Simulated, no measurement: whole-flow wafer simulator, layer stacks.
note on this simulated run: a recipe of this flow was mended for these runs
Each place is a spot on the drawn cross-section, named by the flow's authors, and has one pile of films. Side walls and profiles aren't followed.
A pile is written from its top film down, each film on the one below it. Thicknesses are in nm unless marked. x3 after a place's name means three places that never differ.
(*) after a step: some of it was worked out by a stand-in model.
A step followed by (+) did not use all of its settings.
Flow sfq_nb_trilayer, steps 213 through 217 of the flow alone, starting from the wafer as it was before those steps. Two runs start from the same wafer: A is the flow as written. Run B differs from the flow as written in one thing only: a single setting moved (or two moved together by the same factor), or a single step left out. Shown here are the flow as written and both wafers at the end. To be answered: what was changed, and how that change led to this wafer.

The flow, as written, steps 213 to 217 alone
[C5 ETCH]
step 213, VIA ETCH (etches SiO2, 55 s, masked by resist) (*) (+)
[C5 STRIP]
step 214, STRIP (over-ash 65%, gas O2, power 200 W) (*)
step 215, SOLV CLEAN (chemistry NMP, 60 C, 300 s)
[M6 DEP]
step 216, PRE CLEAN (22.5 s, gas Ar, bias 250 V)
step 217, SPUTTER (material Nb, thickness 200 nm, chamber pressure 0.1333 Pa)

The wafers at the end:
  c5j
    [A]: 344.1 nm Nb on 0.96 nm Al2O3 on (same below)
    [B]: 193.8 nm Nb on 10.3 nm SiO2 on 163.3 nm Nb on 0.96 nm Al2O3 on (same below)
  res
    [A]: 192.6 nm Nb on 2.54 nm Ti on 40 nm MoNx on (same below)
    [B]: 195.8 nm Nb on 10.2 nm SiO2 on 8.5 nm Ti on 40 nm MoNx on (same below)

The reason: step 213, VIA ETCH: 34 s was run, while the flow as written has 55 s.

Step by step, how the change led to this:
  step 213, VIA ETCH (etches SiO2, 55 s, masked by resist) (*) (+)
      c5j: A SiO2 loses 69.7 (all of it), Nb loses 1.19 | B SiO2 loses 51.9
      res: A SiO2 loses 69.7 (all of it), Ti loses 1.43 | B SiO2 loses 51.9
      (also at 104 further places)
  step 216, PRE CLEAN (22.5 s, gas Ar, bias 250 V)
      c5j: A Nb loses 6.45 | B SiO2 loses 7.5
      res: A Ti loses 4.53 | B SiO2 loses 7.5
  step 217, SPUTTER (material Nb, thickness 200 nm, chamber pressure 0.1333 Pa)
      c5j: A Nb gains 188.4 | B Nb gains 193.8 (new film)
Taking metal films that touch as one body, c5j has 4 bodies (between them, from the top down: SiO2 10.3; Al2O3 0.96; SiO2 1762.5); the flow as written gives 3 bodies (between them, from the top down: Al2O3 0.96; SiO2 1762.5).
Taking metal films that touch as one body, res has 3 bodies (between them, from the top down: SiO2 10.2; SiO2 2090.9); the flow as written gives 2 bodies (between them, from the top down: SiO2 2090.9).
